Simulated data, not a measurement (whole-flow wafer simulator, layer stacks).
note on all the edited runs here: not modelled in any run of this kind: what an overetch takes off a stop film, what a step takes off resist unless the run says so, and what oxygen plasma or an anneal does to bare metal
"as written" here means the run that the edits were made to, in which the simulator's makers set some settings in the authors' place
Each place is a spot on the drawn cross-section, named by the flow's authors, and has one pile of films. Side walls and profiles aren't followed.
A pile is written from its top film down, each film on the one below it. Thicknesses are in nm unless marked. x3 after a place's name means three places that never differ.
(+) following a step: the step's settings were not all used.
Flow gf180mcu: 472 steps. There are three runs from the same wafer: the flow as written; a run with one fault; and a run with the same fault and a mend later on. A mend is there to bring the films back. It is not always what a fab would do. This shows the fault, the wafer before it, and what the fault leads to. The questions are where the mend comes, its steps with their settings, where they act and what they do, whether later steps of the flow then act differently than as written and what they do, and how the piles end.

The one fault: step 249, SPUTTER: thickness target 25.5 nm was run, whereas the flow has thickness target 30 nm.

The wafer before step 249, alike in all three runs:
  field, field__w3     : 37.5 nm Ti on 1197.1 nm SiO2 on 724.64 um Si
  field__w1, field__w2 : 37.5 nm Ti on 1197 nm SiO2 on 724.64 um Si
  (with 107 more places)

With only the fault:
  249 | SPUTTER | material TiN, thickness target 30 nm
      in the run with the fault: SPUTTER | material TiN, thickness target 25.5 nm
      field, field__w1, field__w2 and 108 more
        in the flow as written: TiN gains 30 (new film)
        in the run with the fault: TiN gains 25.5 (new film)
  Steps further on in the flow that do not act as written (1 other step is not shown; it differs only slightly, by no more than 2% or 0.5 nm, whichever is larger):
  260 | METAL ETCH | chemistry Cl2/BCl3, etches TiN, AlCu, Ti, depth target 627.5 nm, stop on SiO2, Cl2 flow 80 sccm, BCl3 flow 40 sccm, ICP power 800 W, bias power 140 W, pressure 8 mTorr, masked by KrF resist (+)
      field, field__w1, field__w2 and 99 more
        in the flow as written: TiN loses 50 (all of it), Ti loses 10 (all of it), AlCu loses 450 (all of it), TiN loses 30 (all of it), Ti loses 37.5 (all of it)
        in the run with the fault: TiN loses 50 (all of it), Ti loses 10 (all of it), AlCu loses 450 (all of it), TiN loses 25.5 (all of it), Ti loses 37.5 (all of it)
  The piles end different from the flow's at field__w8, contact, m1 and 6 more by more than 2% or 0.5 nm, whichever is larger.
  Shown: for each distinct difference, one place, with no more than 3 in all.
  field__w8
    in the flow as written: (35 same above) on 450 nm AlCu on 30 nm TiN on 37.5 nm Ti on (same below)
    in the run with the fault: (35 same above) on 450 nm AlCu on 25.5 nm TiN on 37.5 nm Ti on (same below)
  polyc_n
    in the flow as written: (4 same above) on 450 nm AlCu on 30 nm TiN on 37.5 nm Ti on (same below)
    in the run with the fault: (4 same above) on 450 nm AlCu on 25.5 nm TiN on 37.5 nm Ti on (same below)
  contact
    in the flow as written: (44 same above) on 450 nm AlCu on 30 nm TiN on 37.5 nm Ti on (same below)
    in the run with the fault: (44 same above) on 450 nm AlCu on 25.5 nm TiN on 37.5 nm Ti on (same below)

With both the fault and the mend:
  The mend stands after step 249.
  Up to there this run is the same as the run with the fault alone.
  249a | SPUTTER | material TiN, thickness target 4.5 nm (the flow's step 249, run once more with other settings)
      field, field__w1, field__w2 and 108 more
        TiN gains 4.5
  None of the later steps of the flow acts differently than as written at any place that is followed.
  The piles end the same as the flow's at every place that both follow.
